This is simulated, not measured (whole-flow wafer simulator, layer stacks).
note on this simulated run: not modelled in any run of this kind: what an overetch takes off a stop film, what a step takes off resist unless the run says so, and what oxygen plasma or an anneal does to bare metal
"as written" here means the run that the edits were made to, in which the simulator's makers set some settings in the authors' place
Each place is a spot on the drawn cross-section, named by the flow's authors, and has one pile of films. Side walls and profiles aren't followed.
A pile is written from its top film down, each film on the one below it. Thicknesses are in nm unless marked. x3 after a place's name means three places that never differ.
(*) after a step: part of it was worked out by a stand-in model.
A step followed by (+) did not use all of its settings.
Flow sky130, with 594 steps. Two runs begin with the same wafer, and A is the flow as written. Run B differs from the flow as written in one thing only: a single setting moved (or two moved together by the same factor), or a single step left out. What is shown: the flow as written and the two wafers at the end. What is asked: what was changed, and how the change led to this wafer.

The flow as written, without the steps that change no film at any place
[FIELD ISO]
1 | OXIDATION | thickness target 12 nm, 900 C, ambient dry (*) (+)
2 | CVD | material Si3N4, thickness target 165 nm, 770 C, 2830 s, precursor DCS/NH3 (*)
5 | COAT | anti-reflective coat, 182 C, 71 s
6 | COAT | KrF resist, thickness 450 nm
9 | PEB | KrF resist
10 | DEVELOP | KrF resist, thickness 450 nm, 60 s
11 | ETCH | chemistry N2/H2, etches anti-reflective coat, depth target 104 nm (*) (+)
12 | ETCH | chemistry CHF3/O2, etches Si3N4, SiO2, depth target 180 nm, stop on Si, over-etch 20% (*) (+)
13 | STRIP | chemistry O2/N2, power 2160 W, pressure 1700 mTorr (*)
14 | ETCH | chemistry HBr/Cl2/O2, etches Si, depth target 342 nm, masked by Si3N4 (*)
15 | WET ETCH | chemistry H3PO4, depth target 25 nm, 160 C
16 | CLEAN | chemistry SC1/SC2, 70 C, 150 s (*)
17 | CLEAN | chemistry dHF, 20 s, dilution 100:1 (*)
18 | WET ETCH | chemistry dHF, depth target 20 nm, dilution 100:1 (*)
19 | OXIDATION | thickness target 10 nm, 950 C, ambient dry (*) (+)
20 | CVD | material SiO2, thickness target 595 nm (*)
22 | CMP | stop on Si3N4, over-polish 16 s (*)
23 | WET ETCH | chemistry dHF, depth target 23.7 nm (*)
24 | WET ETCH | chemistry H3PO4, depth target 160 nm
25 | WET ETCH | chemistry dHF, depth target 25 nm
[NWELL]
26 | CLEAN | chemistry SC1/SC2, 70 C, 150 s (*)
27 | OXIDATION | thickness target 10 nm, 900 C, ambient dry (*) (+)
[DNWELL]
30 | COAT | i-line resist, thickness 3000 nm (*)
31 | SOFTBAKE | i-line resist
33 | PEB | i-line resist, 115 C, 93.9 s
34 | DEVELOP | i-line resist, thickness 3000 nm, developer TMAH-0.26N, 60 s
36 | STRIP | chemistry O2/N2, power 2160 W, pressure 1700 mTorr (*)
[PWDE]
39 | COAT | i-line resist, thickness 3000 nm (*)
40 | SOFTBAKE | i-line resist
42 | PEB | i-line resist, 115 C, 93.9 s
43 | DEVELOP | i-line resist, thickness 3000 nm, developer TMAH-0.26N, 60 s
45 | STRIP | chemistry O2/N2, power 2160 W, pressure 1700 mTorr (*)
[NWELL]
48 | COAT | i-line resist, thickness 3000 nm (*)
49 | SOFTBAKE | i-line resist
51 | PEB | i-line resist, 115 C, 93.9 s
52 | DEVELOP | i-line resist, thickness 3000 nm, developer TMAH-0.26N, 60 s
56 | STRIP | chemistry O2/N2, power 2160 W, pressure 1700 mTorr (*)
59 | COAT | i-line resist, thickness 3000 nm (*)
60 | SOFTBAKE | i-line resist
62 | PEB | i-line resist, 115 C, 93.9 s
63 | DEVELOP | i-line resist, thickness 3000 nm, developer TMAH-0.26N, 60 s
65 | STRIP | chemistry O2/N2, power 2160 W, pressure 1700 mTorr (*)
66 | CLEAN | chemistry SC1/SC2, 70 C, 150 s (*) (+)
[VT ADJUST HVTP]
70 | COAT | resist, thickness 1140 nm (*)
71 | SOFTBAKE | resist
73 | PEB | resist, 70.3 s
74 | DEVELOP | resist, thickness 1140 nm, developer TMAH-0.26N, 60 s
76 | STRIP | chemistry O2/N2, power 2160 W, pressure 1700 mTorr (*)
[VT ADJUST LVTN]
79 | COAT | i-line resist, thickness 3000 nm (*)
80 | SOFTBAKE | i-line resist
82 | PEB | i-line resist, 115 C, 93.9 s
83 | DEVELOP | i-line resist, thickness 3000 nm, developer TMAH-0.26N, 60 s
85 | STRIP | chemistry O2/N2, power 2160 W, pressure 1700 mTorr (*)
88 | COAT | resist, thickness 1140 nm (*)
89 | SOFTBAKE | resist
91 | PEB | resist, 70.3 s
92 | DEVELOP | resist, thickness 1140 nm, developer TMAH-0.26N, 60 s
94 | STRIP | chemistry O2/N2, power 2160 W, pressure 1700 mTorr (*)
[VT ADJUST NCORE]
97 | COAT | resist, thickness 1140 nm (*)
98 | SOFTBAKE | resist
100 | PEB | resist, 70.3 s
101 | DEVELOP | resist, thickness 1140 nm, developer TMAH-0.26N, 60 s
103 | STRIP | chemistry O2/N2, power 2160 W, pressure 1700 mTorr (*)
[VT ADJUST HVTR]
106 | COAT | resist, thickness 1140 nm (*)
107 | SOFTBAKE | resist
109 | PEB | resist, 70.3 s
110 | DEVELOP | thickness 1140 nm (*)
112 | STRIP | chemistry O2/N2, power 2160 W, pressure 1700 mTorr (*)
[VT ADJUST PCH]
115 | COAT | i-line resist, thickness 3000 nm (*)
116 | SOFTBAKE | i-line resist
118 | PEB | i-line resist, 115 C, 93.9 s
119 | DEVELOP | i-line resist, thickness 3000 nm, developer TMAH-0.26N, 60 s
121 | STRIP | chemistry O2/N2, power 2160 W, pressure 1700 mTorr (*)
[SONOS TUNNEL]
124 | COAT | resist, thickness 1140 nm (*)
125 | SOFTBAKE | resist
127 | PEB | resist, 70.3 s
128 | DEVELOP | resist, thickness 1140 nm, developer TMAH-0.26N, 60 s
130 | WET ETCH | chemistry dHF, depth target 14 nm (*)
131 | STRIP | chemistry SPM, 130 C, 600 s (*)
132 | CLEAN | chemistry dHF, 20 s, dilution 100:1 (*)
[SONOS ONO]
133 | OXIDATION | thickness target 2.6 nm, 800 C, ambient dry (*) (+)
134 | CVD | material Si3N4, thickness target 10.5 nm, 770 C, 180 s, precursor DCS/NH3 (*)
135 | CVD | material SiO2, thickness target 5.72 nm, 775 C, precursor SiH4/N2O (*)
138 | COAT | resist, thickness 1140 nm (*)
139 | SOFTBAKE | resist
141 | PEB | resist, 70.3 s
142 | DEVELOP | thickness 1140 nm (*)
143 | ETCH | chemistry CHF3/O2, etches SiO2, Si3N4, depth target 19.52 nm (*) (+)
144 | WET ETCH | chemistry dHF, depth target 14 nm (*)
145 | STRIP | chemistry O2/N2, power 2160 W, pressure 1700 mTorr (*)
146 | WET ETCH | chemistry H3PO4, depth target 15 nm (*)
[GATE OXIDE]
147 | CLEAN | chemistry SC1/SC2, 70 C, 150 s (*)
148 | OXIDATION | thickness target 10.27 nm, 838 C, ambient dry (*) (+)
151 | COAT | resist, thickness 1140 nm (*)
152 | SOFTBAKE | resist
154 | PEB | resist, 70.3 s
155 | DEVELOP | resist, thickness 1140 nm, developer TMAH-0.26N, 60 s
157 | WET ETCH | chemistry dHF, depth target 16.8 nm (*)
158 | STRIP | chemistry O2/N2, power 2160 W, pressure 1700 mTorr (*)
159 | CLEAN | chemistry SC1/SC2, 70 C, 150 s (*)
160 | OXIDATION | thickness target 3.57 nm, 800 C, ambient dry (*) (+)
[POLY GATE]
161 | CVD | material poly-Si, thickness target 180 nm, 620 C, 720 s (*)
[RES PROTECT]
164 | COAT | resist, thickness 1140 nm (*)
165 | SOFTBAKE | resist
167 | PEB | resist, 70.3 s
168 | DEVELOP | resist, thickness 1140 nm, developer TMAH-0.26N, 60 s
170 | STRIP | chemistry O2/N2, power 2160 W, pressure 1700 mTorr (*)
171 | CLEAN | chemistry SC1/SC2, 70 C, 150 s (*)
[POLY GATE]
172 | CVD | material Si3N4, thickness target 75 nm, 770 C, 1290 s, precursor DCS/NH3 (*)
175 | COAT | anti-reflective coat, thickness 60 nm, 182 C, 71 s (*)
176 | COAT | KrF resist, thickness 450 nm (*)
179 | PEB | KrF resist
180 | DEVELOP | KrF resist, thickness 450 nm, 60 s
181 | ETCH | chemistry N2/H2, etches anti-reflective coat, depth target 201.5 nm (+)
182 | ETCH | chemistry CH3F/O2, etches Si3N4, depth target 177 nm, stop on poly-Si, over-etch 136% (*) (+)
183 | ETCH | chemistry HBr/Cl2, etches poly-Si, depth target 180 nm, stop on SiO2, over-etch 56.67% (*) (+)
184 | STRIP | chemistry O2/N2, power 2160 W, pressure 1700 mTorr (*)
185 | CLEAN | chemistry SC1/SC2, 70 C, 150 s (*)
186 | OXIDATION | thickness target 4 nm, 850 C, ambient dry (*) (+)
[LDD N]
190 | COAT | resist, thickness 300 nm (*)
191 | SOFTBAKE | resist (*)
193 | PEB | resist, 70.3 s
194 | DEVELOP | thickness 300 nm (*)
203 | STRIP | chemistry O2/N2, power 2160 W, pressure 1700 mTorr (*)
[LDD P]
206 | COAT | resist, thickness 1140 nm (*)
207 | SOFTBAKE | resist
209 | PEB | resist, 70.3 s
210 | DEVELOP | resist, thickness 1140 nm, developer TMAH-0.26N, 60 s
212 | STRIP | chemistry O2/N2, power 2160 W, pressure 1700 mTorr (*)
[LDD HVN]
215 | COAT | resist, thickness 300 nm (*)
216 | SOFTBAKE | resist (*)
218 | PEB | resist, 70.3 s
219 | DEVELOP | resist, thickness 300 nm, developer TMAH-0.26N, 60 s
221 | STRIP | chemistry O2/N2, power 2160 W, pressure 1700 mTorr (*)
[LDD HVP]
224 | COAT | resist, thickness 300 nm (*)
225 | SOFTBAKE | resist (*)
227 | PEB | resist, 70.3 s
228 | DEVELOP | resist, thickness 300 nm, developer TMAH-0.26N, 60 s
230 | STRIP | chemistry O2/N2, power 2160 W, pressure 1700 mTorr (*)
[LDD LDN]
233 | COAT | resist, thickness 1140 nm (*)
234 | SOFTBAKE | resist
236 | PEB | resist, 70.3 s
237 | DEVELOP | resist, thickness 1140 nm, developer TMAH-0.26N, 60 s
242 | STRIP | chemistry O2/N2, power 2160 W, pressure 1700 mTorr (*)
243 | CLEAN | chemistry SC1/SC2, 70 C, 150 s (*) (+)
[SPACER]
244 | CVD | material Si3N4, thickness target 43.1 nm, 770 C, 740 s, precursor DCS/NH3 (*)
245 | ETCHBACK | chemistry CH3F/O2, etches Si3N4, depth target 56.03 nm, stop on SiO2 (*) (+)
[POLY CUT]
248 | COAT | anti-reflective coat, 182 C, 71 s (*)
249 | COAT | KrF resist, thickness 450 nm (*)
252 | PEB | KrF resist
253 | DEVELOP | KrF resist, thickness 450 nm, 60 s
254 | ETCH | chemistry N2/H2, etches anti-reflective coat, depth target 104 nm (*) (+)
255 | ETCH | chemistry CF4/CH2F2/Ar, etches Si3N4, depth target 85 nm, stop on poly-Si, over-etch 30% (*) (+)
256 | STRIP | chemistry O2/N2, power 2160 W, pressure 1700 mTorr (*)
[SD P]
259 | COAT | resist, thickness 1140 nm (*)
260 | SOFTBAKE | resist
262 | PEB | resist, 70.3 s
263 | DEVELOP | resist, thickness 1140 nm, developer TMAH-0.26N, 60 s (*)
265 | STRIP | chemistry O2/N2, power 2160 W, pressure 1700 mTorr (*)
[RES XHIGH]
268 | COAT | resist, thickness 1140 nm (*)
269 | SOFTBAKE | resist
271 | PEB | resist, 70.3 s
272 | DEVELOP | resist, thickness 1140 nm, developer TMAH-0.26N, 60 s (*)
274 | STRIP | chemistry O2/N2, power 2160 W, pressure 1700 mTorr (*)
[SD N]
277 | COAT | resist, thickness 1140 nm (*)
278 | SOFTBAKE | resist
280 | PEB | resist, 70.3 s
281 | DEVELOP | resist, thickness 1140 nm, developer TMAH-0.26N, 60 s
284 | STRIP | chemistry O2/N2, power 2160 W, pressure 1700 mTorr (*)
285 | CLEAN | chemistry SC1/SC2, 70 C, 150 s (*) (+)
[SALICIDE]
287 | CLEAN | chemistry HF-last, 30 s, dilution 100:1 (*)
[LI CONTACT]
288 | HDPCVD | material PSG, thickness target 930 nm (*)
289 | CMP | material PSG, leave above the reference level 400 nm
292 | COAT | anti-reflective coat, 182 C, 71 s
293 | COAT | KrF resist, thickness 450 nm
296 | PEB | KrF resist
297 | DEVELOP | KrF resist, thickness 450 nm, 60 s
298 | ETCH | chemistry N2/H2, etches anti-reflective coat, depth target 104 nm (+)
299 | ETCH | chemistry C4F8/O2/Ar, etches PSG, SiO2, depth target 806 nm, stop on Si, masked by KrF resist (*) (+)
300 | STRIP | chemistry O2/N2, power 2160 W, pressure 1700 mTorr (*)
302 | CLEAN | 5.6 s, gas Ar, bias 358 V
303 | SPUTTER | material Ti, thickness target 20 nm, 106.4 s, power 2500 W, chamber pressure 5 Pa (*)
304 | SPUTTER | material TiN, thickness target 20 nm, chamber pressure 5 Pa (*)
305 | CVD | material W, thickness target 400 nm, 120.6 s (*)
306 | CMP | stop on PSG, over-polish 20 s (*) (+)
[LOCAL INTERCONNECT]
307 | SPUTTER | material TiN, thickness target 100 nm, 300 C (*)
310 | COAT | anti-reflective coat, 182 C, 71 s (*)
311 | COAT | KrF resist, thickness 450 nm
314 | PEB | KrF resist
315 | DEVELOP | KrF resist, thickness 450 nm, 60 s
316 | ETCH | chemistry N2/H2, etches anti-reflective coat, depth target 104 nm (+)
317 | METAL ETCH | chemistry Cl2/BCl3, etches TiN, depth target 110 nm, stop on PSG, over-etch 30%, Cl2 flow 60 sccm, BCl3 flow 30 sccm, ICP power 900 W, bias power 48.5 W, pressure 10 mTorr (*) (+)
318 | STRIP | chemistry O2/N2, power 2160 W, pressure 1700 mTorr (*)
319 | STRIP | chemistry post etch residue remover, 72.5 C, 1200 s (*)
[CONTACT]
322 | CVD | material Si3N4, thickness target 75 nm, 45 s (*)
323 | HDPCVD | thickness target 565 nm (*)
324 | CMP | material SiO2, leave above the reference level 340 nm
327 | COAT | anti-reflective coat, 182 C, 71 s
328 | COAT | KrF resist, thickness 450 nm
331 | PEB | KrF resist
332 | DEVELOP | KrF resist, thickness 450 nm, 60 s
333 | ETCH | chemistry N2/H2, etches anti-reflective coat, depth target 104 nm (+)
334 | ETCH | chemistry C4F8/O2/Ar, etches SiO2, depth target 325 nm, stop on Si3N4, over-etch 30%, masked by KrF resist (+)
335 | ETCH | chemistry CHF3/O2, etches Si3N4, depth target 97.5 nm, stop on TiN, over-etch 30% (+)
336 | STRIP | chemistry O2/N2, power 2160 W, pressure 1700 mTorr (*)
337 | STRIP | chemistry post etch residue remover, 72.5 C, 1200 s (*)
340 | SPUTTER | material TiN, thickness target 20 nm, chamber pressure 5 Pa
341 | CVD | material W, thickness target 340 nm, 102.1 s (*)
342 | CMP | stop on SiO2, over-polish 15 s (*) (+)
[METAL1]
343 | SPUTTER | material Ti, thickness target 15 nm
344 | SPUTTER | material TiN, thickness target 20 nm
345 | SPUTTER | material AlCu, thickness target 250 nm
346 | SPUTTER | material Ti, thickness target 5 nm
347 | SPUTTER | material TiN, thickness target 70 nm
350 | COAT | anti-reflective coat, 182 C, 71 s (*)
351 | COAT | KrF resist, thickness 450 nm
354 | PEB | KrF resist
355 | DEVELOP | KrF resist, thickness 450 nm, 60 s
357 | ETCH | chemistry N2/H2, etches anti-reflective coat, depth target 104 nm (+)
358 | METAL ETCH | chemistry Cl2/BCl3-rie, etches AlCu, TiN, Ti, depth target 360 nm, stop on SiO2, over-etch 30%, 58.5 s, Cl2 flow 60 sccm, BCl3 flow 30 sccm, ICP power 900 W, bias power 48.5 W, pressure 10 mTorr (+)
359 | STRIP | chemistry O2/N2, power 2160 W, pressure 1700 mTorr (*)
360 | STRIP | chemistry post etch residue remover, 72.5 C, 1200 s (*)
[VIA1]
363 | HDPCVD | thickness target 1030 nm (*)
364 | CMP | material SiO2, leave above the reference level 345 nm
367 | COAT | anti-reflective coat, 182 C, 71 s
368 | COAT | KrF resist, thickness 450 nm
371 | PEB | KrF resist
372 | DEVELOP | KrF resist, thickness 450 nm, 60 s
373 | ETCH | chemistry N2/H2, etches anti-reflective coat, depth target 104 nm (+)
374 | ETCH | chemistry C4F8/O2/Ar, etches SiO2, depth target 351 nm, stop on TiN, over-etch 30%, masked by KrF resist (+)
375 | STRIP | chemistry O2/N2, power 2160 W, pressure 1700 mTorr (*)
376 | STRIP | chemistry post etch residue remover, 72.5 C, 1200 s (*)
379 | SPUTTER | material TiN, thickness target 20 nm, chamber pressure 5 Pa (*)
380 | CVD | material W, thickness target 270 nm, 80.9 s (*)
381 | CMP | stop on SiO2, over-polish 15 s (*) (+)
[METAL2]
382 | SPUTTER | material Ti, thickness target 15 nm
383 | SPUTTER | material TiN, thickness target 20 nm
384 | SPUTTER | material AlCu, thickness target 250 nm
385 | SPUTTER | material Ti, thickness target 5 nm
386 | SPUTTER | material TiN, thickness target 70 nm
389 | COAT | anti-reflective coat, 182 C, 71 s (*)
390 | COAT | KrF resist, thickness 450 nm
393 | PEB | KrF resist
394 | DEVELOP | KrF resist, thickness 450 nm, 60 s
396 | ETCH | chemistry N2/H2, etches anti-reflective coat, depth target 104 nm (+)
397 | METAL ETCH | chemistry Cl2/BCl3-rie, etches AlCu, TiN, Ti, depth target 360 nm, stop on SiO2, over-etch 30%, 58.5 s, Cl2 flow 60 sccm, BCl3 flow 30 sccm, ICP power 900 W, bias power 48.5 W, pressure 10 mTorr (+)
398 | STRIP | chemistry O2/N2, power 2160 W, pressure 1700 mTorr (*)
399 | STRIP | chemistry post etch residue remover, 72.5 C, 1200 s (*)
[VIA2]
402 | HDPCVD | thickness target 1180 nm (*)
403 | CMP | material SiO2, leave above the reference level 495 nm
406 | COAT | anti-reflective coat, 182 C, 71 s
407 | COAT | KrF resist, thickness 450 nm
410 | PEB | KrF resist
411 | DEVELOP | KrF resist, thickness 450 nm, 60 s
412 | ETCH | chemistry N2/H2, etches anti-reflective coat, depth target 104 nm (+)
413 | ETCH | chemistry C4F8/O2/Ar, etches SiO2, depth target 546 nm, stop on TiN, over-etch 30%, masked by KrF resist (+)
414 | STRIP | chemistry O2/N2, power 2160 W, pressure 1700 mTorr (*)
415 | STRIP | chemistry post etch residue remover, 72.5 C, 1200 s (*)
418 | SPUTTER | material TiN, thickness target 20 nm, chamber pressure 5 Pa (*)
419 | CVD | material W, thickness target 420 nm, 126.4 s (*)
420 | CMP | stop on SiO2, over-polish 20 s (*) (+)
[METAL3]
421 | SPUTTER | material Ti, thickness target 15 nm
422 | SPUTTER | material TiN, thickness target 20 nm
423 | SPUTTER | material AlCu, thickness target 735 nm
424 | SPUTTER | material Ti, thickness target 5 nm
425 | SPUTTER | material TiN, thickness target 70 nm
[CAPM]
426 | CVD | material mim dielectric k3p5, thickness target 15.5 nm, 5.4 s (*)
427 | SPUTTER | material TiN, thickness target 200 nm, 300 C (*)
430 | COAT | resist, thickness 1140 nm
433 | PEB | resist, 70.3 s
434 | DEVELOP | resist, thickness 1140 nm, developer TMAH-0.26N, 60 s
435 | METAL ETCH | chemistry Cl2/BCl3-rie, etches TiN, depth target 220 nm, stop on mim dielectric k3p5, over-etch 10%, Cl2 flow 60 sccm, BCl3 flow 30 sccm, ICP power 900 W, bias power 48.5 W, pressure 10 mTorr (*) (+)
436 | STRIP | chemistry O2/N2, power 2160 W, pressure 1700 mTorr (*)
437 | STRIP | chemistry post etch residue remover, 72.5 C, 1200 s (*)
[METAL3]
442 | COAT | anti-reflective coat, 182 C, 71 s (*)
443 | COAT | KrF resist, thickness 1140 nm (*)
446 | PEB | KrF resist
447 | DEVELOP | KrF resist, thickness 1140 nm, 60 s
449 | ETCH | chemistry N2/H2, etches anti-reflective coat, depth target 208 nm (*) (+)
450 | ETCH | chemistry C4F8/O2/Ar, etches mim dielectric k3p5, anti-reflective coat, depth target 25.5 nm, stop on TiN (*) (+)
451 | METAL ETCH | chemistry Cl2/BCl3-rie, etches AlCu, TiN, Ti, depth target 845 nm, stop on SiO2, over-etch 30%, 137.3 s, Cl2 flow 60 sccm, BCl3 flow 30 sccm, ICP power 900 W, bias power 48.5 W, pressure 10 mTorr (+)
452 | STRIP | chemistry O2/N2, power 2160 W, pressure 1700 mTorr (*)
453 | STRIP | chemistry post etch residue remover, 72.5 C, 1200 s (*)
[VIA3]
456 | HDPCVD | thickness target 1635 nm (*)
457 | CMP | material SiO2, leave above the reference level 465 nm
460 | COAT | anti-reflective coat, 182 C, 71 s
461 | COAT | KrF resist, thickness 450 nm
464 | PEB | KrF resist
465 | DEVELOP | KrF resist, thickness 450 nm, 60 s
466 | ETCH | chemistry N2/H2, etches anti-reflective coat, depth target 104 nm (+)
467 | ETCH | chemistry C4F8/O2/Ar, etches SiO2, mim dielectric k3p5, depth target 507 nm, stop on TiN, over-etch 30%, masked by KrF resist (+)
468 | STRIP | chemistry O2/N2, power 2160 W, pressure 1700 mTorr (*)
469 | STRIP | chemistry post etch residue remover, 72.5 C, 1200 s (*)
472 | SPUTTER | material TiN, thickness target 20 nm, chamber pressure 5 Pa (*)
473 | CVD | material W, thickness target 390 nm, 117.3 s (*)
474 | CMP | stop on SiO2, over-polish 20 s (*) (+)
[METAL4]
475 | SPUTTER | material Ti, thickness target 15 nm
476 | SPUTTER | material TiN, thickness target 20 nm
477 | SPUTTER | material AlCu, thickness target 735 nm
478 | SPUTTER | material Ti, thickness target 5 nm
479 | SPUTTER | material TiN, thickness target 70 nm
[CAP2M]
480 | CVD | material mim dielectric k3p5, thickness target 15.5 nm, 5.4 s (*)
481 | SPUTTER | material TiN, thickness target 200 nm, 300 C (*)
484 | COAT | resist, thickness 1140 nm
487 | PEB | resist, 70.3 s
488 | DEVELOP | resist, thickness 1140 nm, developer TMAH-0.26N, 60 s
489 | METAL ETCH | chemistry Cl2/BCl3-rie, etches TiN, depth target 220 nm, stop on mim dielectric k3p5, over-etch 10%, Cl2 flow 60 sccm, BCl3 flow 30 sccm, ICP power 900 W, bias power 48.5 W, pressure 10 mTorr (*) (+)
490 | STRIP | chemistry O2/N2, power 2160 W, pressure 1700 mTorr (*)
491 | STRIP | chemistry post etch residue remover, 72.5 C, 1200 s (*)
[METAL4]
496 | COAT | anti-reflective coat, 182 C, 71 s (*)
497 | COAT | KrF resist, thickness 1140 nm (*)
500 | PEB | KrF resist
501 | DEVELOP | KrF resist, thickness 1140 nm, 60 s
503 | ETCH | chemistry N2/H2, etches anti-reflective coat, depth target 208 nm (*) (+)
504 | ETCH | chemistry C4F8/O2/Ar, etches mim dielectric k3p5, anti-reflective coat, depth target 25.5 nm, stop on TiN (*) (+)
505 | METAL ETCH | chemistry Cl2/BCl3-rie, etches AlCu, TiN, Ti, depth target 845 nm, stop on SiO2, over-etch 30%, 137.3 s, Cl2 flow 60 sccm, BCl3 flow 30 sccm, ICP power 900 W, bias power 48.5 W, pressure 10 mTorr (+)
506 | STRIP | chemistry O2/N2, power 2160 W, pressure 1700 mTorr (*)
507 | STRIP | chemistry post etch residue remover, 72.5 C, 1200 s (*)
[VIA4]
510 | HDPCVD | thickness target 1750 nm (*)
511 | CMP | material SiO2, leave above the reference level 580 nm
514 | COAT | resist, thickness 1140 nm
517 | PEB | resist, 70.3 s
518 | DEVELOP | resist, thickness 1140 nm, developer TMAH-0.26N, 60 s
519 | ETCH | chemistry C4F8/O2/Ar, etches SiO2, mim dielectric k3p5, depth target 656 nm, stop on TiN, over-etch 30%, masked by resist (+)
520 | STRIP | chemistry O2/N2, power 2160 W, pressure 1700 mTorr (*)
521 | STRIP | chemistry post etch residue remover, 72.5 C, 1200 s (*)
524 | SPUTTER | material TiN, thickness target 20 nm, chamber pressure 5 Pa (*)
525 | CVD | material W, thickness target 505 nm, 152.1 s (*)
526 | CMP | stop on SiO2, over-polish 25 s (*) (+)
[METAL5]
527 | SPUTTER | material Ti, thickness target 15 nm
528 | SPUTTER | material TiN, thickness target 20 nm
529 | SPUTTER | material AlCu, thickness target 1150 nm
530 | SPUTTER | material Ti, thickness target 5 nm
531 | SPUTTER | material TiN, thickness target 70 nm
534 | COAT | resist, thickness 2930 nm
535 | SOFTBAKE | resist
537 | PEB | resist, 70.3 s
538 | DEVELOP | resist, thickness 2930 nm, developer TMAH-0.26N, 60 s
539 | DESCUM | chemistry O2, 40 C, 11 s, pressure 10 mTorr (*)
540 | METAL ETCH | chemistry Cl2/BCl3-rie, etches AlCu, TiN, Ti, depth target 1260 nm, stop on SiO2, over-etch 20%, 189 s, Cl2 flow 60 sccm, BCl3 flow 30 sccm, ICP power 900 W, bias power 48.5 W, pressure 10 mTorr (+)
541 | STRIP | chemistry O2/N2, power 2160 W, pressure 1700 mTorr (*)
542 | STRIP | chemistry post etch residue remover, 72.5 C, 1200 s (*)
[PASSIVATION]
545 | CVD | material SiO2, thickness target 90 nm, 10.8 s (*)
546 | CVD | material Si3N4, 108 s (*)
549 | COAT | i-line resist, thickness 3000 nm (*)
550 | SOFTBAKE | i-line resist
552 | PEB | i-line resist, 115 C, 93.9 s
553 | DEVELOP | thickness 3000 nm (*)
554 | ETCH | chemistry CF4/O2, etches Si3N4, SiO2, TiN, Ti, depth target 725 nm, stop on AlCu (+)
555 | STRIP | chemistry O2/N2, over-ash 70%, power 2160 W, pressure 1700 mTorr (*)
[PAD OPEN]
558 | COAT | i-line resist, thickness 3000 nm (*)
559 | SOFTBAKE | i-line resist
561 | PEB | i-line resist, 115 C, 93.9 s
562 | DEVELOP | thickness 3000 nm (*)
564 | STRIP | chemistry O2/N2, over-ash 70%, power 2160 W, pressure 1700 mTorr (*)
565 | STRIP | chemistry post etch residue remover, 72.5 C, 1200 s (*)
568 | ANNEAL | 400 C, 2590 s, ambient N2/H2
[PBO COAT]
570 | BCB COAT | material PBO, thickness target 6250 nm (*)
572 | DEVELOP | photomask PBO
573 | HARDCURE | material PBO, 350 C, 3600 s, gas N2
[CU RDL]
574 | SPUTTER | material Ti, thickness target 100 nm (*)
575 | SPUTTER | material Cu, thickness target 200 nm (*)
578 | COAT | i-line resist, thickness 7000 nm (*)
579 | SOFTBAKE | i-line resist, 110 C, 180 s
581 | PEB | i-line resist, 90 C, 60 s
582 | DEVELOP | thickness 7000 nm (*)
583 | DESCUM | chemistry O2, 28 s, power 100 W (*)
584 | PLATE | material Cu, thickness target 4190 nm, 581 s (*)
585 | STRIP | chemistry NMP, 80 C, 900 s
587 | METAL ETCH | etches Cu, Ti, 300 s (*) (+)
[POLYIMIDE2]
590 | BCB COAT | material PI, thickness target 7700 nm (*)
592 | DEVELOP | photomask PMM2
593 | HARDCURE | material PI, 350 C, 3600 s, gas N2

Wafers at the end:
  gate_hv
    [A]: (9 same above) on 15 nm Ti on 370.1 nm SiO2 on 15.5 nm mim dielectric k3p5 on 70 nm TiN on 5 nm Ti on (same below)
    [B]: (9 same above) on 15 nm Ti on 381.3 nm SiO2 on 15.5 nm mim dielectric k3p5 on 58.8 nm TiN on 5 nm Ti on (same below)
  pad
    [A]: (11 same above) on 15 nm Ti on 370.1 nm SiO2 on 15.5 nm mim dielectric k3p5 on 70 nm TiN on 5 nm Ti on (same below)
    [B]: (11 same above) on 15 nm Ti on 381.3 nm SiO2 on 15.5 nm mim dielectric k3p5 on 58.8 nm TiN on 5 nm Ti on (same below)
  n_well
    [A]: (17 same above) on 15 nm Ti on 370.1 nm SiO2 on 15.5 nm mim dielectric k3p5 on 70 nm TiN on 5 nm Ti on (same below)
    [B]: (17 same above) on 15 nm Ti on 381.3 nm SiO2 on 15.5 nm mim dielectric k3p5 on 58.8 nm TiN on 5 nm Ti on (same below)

Cause: step 425, SPUTTER: thickness target 58.8 nm was run, while the flow as written has thickness target 70 nm.
One can read it off the wafer: gate_hv has TiN 58.8, and step 425 as written asks for 70 nm.

Step by step, how the change led to this:
  425 | SPUTTER | material TiN, thickness target 70 nm
      field, active, n_well and 188 more: A +70 TiN (new film) | B +58.8 TiN (new film)
  451 | METAL ETCH | chemistry Cl2/BCl3-rie, etches AlCu, TiN, Ti, depth target 845 nm, stop on SiO2, over-etch 30%, 137.3 s, Cl2 flow 60 sccm, BCl3 flow 30 sccm, ICP power 900 W, bias power 48.5 W, pressure 10 mTorr (+)
      field, gate, spacer and 68 more: A -70 TiN (all of it), -5 Ti (all of it), -735 AlCu (all of it), -20 TiN (all of it), -15 Ti (all of it), -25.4 SiO2 | B -58.8 TiN (all of it), -5 Ti (all of it), -735 AlCu (all of it), -20 TiN (all of it), -15 Ti (all of it), -26.5 SiO2
      active, vpp_ln, vpp_iso2 and 11 more: A -70 TiN (all of it), -5 Ti (all of it), -735 AlCu (all of it), -20 TiN (all of it), -15 Ti (all of it), -25.3 SiO2 | B -58.8 TiN (all of it), -5 Ti (all of it), -735 AlCu (all of it), -20 TiN (all of it), -15 Ti (all of it), -26.5 SiO2
  467 | ETCH | chemistry C4F8/O2/Ar, etches SiO2, mim dielectric k3p5, depth target 507 nm, stop on TiN, over-etch 30%, masked by KrF resist (+)
      m1: A -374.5 SiO2 (all of it), -15.5 mim dielectric k3p5 (all of it) | B -385.7 SiO2 (all of it), -15.5 mim dielectric k3p5 (all of it)
      via3_hole: A -373.9 SiO2 (all of it), -15.5 mim dielectric k3p5 (all of it) | B -385.1 SiO2 (all of it), -15.5 mim dielectric k3p5 (all of it)
